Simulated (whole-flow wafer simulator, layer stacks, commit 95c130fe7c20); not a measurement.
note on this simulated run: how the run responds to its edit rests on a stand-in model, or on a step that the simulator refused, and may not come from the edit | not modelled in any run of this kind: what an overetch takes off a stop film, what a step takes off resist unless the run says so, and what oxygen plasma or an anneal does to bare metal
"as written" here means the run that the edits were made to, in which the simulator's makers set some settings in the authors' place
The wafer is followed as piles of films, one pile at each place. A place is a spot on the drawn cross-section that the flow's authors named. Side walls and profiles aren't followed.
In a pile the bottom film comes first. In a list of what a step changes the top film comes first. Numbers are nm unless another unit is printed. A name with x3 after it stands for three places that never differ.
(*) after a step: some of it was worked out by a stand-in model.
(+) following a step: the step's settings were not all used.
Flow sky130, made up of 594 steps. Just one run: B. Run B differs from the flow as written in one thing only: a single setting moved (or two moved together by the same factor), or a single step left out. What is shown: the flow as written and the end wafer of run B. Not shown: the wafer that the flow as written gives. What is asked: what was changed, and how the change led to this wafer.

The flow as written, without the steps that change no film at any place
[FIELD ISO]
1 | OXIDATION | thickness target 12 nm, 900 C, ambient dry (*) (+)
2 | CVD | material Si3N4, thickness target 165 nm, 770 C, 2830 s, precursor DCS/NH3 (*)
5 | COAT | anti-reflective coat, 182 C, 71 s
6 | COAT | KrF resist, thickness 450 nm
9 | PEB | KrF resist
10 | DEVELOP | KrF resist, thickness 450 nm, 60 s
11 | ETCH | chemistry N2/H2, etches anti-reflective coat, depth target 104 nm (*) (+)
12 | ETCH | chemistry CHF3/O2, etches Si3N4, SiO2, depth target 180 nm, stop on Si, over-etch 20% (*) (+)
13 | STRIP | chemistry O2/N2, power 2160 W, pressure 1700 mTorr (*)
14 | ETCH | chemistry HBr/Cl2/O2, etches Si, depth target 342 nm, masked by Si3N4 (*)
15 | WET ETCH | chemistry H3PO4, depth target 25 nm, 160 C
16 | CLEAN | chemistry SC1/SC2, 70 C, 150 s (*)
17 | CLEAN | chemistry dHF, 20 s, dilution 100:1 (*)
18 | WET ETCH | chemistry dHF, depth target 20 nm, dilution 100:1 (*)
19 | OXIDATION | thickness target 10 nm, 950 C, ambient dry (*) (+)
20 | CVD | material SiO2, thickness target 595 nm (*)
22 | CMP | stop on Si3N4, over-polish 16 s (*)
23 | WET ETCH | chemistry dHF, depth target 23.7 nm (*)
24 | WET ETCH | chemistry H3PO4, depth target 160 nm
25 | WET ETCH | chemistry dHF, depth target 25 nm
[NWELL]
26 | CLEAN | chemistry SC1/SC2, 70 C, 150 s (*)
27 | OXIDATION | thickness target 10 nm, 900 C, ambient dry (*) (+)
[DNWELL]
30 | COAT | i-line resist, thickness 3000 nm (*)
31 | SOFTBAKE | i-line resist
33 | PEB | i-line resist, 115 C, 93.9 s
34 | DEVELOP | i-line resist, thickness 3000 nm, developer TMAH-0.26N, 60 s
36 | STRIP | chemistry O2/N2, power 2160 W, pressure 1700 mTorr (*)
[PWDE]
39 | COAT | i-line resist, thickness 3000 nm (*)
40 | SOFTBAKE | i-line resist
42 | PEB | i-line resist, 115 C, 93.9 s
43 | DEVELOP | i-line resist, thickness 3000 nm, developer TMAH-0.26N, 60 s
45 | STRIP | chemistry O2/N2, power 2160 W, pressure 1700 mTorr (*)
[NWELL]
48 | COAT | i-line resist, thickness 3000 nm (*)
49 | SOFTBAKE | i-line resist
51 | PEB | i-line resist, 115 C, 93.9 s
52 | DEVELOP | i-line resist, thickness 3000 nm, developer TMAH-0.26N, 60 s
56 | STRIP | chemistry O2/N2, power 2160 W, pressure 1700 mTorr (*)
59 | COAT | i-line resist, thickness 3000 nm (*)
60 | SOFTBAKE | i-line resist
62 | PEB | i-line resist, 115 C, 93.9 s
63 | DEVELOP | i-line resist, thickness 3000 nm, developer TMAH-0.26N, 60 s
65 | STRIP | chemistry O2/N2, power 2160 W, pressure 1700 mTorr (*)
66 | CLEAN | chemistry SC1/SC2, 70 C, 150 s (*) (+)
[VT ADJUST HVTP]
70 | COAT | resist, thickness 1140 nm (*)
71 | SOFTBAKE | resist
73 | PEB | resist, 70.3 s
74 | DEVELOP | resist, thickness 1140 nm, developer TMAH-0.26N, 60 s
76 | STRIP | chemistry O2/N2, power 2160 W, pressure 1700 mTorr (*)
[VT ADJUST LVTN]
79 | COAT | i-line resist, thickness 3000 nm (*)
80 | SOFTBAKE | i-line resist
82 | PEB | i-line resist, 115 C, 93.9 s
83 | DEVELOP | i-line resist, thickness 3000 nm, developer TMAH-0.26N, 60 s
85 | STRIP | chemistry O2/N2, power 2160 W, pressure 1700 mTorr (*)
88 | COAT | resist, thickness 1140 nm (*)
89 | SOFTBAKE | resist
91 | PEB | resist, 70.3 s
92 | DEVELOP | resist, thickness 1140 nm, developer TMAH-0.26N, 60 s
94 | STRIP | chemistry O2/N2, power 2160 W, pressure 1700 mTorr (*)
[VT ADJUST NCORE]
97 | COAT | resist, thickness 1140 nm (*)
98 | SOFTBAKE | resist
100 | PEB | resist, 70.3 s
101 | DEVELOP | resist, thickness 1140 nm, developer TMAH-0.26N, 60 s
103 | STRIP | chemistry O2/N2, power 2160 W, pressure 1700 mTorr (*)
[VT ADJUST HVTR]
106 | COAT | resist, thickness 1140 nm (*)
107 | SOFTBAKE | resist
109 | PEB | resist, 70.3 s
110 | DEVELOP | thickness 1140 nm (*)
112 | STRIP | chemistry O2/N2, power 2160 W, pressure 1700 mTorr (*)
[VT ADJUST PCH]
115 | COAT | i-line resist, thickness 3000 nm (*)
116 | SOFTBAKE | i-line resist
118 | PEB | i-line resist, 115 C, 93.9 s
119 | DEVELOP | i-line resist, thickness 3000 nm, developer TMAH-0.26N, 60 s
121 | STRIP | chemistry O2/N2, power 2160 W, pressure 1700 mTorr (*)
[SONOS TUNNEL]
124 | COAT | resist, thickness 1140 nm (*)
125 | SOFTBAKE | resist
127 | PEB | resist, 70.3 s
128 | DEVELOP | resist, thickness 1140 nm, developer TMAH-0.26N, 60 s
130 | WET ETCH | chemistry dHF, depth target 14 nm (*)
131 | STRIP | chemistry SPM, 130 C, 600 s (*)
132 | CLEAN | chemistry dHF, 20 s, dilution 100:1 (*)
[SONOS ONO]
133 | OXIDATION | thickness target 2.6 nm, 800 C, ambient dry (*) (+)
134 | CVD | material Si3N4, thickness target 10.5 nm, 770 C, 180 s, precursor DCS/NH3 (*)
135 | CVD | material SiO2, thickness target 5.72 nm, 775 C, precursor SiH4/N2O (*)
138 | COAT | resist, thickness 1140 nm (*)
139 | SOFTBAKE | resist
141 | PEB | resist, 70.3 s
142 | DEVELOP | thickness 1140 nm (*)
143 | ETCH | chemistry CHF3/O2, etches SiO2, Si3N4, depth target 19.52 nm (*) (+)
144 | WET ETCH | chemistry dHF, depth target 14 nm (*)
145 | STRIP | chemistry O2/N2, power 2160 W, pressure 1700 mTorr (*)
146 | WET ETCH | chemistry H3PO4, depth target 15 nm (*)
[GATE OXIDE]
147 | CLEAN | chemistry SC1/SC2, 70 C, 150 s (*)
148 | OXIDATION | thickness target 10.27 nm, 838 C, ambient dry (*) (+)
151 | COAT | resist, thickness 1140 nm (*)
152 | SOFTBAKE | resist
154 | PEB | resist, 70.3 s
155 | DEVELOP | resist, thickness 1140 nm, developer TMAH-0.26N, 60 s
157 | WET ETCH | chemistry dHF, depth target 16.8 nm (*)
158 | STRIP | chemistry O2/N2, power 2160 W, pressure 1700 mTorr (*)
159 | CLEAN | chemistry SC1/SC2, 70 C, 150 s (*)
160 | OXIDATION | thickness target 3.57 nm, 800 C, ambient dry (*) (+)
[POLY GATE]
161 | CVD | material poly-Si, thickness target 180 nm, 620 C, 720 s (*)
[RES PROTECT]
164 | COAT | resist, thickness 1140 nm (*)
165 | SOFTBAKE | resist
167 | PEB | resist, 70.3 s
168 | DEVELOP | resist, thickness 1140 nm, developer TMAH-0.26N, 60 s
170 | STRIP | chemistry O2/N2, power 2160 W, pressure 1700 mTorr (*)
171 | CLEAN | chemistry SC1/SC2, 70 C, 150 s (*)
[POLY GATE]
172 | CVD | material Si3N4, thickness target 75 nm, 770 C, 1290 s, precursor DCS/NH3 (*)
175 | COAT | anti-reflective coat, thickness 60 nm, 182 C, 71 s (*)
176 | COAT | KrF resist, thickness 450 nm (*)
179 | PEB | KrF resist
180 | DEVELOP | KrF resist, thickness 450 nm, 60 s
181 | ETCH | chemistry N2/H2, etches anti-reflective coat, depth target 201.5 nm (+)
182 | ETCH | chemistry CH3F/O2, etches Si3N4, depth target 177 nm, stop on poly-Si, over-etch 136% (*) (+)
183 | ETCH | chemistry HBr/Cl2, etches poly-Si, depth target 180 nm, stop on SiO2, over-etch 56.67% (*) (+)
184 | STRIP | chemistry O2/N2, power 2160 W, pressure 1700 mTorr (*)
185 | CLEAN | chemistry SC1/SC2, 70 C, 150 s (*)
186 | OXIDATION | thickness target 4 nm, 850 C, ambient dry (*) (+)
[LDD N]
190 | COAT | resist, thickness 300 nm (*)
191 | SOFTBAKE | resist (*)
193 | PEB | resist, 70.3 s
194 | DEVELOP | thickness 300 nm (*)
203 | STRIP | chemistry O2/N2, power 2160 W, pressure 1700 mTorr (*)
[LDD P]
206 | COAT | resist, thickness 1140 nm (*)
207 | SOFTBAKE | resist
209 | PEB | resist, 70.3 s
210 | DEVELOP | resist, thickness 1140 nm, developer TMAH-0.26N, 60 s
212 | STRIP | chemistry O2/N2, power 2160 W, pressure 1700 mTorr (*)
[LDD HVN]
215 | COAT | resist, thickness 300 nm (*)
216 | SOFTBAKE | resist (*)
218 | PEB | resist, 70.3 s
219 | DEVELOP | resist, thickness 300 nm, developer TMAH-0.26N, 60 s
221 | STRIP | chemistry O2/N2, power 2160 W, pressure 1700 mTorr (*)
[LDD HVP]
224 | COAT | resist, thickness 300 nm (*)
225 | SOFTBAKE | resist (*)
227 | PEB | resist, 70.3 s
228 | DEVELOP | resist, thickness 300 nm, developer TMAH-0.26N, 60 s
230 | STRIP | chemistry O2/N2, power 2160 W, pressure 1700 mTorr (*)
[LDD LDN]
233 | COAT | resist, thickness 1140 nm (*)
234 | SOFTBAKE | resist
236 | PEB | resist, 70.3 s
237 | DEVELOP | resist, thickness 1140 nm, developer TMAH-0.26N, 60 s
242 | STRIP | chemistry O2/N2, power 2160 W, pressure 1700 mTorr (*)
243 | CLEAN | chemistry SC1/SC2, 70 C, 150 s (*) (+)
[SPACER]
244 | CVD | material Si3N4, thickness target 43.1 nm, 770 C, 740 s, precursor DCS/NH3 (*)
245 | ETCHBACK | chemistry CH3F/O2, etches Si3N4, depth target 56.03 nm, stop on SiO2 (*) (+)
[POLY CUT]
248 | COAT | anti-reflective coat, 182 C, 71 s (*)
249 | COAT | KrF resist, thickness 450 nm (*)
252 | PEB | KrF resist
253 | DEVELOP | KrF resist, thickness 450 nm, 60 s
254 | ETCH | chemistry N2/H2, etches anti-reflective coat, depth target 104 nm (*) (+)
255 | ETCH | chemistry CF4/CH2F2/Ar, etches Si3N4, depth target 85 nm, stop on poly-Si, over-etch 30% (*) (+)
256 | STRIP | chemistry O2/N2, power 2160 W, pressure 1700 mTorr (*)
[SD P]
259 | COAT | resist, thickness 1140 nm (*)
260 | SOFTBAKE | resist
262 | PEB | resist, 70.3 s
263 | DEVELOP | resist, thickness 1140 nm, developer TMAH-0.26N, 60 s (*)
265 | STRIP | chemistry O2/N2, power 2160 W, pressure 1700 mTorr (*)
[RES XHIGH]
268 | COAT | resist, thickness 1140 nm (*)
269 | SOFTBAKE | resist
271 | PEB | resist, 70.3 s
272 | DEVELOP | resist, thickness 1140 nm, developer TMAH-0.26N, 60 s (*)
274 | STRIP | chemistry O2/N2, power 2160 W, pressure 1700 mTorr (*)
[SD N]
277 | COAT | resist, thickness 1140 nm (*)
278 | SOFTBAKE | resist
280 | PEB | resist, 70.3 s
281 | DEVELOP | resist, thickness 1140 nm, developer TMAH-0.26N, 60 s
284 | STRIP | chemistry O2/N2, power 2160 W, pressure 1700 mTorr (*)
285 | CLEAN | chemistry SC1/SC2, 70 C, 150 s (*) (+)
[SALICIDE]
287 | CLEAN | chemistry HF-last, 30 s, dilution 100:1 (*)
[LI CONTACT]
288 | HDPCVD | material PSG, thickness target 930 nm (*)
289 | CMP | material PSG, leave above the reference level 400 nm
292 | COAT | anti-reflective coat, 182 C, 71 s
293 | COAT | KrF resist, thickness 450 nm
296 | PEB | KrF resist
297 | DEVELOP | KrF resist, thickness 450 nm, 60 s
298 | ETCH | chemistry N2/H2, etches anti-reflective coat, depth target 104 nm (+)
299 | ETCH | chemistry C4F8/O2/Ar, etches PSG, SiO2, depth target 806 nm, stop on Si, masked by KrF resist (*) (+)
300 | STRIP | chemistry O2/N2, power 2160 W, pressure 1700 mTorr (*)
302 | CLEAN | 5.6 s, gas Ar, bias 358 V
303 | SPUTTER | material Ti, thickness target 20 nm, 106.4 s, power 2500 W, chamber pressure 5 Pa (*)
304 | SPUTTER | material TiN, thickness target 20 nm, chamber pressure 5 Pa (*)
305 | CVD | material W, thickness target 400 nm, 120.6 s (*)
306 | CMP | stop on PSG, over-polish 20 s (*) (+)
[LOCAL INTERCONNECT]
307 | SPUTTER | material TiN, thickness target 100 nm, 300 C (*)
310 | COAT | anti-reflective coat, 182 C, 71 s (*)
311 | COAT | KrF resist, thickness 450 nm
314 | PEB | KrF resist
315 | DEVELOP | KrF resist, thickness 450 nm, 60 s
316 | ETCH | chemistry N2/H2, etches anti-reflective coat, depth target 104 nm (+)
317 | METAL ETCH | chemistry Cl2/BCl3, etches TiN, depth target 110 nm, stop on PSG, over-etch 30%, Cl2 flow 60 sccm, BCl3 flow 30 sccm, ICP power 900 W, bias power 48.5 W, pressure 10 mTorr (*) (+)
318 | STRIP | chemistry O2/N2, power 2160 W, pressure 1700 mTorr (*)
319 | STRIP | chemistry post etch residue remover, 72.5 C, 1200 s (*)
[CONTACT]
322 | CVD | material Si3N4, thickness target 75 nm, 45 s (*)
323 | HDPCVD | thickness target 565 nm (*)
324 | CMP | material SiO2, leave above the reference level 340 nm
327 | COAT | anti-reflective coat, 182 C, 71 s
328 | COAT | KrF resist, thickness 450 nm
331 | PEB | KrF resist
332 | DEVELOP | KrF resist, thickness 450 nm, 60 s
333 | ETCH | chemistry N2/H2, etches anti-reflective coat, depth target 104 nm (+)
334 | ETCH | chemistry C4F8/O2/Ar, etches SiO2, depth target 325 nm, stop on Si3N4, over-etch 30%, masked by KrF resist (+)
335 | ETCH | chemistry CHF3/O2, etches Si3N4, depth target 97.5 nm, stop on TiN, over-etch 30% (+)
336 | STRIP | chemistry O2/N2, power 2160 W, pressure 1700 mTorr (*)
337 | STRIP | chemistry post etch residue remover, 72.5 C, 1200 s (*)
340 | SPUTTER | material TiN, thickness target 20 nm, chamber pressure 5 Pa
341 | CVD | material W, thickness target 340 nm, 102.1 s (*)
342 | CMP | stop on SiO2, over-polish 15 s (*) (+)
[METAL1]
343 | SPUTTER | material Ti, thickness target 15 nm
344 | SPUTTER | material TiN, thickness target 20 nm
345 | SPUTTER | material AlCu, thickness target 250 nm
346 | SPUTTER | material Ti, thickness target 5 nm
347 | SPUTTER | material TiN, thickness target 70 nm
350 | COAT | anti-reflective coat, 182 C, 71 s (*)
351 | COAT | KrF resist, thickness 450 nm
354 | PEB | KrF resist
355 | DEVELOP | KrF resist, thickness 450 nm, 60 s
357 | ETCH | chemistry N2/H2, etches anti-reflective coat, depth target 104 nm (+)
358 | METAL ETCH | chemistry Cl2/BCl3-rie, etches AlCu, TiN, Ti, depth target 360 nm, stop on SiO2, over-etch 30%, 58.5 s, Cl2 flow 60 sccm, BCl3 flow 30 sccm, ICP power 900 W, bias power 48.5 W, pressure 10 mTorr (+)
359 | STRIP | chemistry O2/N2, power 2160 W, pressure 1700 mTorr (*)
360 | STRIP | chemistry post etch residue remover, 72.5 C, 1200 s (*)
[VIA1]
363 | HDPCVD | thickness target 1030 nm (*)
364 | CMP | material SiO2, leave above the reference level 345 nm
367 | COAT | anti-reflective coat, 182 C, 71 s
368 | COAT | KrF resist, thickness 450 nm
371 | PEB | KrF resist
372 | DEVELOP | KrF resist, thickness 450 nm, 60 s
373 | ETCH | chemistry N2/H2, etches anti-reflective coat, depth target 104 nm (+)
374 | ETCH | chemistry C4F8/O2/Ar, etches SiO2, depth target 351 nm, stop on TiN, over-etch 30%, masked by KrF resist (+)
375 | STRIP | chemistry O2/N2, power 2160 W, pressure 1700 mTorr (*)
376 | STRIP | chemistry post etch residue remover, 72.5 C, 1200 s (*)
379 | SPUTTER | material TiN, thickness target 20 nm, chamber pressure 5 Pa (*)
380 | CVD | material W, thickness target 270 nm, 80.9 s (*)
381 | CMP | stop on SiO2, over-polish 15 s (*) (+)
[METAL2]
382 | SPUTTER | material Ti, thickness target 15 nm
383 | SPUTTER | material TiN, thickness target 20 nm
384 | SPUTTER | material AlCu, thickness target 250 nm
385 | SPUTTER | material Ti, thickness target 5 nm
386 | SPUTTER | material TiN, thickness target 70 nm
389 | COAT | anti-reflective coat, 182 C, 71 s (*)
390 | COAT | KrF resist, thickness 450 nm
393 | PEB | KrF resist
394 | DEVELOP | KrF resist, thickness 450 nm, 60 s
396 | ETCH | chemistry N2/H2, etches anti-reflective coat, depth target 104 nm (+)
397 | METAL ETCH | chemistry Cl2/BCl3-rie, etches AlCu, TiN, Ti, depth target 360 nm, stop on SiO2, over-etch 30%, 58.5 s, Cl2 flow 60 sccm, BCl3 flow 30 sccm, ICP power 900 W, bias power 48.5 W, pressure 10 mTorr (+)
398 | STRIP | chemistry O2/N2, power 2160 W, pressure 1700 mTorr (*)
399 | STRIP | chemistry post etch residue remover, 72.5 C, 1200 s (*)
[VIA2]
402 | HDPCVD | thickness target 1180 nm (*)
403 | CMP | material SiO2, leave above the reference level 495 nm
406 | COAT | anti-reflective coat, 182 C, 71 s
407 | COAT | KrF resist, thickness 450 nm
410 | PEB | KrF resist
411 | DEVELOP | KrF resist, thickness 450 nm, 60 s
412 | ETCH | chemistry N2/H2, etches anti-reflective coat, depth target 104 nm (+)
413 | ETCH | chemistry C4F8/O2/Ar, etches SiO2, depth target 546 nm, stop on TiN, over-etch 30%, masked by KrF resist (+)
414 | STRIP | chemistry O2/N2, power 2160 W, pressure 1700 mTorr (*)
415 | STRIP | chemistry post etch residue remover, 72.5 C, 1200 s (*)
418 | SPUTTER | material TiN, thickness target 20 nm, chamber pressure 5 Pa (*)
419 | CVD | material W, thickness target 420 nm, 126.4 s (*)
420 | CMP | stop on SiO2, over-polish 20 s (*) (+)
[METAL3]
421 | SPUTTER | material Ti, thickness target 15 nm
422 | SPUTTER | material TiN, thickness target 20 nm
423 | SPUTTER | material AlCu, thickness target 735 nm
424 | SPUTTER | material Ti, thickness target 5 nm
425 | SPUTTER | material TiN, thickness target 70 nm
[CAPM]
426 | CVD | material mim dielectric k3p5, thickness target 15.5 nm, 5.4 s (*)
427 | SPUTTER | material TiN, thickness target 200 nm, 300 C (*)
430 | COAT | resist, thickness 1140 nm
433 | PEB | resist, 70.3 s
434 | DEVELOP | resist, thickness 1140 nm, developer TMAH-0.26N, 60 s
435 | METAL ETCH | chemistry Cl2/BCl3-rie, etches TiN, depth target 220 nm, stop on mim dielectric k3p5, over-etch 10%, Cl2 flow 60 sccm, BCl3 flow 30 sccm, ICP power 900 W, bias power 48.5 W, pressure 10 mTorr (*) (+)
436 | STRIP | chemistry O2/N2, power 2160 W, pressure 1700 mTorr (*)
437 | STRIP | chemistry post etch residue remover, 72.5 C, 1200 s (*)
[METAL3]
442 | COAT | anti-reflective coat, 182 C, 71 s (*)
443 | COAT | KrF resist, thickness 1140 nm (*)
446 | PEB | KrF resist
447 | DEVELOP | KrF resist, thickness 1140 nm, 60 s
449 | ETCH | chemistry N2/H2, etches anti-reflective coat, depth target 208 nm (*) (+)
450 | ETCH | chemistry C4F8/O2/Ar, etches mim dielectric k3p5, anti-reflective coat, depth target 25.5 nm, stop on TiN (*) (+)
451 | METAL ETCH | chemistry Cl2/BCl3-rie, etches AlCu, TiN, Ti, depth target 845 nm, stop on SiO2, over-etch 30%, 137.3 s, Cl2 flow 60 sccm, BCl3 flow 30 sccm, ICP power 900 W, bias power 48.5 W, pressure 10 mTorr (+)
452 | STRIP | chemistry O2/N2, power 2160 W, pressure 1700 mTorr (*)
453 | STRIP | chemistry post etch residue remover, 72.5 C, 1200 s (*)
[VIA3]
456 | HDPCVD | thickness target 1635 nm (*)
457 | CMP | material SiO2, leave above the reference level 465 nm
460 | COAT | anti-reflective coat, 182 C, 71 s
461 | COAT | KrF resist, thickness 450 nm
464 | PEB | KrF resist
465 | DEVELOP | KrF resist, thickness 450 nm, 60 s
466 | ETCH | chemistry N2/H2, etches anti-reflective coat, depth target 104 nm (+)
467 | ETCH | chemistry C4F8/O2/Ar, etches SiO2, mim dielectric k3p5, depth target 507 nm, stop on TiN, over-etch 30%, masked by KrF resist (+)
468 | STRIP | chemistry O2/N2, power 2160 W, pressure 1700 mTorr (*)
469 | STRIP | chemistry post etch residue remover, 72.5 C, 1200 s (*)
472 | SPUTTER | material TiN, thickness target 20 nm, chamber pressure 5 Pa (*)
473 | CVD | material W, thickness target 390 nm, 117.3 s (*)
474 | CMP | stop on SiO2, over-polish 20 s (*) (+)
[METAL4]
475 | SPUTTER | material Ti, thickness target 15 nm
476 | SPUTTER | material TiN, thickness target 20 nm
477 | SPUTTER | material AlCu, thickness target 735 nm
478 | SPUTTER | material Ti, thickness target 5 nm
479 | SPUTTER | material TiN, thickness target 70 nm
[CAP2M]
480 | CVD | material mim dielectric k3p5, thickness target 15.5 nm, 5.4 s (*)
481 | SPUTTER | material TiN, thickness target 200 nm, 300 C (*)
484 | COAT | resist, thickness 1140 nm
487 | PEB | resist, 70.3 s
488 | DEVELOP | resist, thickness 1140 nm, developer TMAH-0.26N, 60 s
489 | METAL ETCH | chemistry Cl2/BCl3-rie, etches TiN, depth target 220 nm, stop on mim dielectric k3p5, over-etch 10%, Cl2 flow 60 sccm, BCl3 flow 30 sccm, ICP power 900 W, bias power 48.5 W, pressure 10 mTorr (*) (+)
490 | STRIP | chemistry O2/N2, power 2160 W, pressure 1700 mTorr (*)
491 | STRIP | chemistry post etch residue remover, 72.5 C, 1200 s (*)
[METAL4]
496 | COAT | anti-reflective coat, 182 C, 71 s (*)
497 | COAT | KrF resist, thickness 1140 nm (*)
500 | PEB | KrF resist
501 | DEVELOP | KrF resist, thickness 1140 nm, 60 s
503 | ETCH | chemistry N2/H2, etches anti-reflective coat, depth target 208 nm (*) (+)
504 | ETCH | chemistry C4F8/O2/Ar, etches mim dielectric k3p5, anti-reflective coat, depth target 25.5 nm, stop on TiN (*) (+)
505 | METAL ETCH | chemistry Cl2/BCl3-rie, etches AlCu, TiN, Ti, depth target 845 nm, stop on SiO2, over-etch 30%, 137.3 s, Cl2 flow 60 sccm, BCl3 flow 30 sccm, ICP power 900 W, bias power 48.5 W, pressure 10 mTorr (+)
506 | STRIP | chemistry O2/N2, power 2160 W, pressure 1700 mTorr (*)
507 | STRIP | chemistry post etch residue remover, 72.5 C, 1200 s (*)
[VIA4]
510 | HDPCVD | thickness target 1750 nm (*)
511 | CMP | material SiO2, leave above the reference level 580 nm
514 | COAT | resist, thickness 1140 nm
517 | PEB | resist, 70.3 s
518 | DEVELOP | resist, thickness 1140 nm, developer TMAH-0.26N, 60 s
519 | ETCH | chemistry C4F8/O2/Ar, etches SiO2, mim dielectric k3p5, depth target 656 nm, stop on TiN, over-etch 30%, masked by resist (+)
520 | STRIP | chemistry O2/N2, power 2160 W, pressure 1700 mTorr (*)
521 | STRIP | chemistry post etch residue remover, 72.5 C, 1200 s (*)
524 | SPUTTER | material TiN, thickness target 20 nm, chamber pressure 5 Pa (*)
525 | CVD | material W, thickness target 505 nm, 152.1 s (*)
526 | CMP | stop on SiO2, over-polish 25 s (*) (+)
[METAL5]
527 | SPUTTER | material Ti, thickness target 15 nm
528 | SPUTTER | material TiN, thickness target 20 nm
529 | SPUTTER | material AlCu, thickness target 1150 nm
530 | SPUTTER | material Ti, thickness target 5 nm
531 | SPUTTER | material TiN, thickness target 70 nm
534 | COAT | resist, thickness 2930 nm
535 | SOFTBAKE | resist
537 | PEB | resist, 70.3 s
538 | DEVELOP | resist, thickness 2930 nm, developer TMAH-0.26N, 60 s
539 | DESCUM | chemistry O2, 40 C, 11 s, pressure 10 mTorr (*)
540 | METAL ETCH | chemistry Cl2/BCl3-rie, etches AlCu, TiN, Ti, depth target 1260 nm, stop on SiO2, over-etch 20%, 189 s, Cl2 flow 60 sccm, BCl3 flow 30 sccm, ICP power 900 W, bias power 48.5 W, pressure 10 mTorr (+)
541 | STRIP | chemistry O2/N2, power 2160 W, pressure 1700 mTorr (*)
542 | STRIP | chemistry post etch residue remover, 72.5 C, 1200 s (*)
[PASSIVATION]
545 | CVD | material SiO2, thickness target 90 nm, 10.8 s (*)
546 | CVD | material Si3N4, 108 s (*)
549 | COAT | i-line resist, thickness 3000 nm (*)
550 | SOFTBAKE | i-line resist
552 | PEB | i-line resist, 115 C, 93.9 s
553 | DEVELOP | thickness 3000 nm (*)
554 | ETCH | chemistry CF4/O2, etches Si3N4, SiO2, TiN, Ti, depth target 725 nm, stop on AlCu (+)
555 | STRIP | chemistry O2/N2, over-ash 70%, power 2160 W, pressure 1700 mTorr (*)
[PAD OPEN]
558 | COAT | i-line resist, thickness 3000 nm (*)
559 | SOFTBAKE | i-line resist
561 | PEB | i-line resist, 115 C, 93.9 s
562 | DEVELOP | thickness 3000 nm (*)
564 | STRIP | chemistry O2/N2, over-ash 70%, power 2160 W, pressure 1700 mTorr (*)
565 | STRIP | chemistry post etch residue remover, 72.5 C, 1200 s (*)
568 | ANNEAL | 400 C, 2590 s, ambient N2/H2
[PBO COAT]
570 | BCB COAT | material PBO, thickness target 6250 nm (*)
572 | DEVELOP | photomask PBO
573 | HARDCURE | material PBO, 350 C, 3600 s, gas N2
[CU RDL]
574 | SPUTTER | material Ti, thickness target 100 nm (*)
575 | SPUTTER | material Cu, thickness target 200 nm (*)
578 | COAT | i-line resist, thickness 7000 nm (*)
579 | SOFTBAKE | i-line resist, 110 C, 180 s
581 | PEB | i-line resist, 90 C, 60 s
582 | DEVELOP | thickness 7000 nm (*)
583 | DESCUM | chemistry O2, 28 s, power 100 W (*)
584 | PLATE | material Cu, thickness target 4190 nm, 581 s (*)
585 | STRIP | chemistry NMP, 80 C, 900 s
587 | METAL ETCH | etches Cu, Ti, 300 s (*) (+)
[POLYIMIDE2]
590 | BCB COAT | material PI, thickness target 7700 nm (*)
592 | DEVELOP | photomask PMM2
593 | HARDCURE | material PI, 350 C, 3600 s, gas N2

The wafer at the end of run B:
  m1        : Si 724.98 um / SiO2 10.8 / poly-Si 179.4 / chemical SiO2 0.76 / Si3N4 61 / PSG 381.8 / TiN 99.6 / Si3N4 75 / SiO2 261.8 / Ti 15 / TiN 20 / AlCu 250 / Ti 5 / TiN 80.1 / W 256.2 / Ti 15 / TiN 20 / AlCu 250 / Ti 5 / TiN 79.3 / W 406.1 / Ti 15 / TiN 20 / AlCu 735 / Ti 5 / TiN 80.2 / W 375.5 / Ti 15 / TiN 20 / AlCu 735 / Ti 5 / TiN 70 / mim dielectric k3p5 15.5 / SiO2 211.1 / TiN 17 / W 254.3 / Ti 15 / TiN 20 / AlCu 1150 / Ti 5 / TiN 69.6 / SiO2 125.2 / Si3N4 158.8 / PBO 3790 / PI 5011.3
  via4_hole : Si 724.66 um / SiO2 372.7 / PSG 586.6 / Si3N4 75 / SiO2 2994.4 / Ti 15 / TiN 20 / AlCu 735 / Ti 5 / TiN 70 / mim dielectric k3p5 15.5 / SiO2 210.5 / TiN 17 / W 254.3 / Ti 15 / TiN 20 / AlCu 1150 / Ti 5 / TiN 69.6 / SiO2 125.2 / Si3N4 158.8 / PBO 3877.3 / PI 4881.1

What caused this: step 519, ETCH: depth target 279 nm was run, though the flow has depth target 656 nm.

Step by step, how the change led to this:
  519 | ETCH | chemistry C4F8/O2/Ar, etches SiO2, mim dielectric k3p5, depth target 656 nm, stop on TiN, over-etch 30%, masked by resist (+)
      m1: -279 SiO2 (in the flow as written it would be: -490.1 SiO2 (all of it), -15.5 mim dielectric k3p5 (all of it))
      via4_hole: -279 SiO2 (in the flow as written it would be: -489.5 SiO2 (all of it), -15.5 mim dielectric k3p5 (all of it))
      (and at 191 other places as well)
  520 | STRIP | chemistry O2/N2, power 2160 W, pressure 1700 mTorr (*)
      field, active, n_well and 188 more: -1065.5 resist (all of it) (in the flow as written it would be: -990.1 resist (all of it))
  524 | SPUTTER | material TiN, thickness target 20 nm, chamber pressure 5 Pa (*)
      m1, via4_hole: +17 TiN (new film) (in the flow as written it would be: +15.3 TiN)
  525 | CVD | material W, thickness target 505 nm, 152.1 s (*)
      m1: +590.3 W (new film) (in the flow as written it would be: +1015.8 W (new film))
      via4_hole: +592 W (new film) (in the flow as written it would be: +1015.2 W (new film))
  526 | CMP | stop on SiO2, over-polish 25 s (*) (+)
      m1: -335.9 W (in the flow as written it would be: -532.7 W)
      via4_hole: -337.7 W (in the flow as written it would be: -532.7 W)
Taking metal films that touch as one body, m1 has 3 bodies (between them, from the top down: SiO2 211.1 / mim dielectric k3p5 15.5; SiO2 261.8 / Si3N4 75); the flow as written gives 2 bodies (between them, from the top down: SiO2 261.8 / Si3N4 75).
Taking metal films that touch as one body, via4_hole has 2 bodies (between them, from the top down: SiO2 210.5 / mim dielectric k3p5 15.5); the flow as written gives 1 body.
